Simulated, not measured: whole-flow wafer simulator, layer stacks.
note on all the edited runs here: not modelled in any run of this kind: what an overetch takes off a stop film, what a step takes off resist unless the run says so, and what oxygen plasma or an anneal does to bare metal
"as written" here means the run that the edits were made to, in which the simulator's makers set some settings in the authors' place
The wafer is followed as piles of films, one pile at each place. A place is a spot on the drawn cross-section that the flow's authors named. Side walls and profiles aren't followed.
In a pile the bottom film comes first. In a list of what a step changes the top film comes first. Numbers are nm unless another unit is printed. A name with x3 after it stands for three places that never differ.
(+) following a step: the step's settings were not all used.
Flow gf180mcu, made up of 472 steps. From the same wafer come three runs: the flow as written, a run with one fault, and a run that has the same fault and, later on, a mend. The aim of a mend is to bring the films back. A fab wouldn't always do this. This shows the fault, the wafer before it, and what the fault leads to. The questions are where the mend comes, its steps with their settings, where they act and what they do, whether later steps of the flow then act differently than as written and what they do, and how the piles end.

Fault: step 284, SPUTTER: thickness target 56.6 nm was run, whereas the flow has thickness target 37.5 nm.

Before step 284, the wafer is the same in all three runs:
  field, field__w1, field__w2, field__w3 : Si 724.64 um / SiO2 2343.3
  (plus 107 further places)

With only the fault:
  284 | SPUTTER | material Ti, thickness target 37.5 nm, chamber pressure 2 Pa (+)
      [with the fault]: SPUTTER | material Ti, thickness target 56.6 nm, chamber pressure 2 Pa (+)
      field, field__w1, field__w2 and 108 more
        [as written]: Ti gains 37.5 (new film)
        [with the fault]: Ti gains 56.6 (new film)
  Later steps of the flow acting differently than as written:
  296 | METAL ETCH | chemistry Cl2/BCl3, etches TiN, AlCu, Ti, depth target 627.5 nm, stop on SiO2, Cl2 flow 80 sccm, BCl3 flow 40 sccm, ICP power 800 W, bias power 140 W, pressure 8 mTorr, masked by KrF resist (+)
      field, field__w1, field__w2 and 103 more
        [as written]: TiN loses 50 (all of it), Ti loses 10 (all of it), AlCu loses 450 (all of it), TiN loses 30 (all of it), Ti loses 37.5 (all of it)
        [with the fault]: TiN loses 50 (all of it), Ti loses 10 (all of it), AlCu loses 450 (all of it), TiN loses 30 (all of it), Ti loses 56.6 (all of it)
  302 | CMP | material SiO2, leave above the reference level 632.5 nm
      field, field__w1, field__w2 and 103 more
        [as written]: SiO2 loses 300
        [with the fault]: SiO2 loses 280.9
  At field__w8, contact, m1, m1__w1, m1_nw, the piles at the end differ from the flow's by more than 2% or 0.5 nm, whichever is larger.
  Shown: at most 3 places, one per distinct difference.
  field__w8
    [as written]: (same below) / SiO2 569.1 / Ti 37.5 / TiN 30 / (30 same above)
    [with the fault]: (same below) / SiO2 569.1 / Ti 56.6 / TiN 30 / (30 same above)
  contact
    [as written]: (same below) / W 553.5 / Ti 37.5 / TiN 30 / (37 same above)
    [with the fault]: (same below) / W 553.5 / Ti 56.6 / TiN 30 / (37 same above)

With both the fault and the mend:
  The mend follows step 284.
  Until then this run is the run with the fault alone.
  284a | METAL ETCH | chemistry Cl2/BCl3, etches TiN, AlCu, Ti, depth target 19.1 nm, Cl2 flow 80 sccm, BCl3 flow 40 sccm, ICP power 800 W, bias power 140 W, pressure 8 mTorr (a further turn of the flow's step 260, with different settings)
      field, field__w1, field__w2 and 108 more
        Ti loses 19.1
  Later steps of the flow that are run all act as written at every place that is followed.
  At every place that both follow, the piles at the end match the flow's.
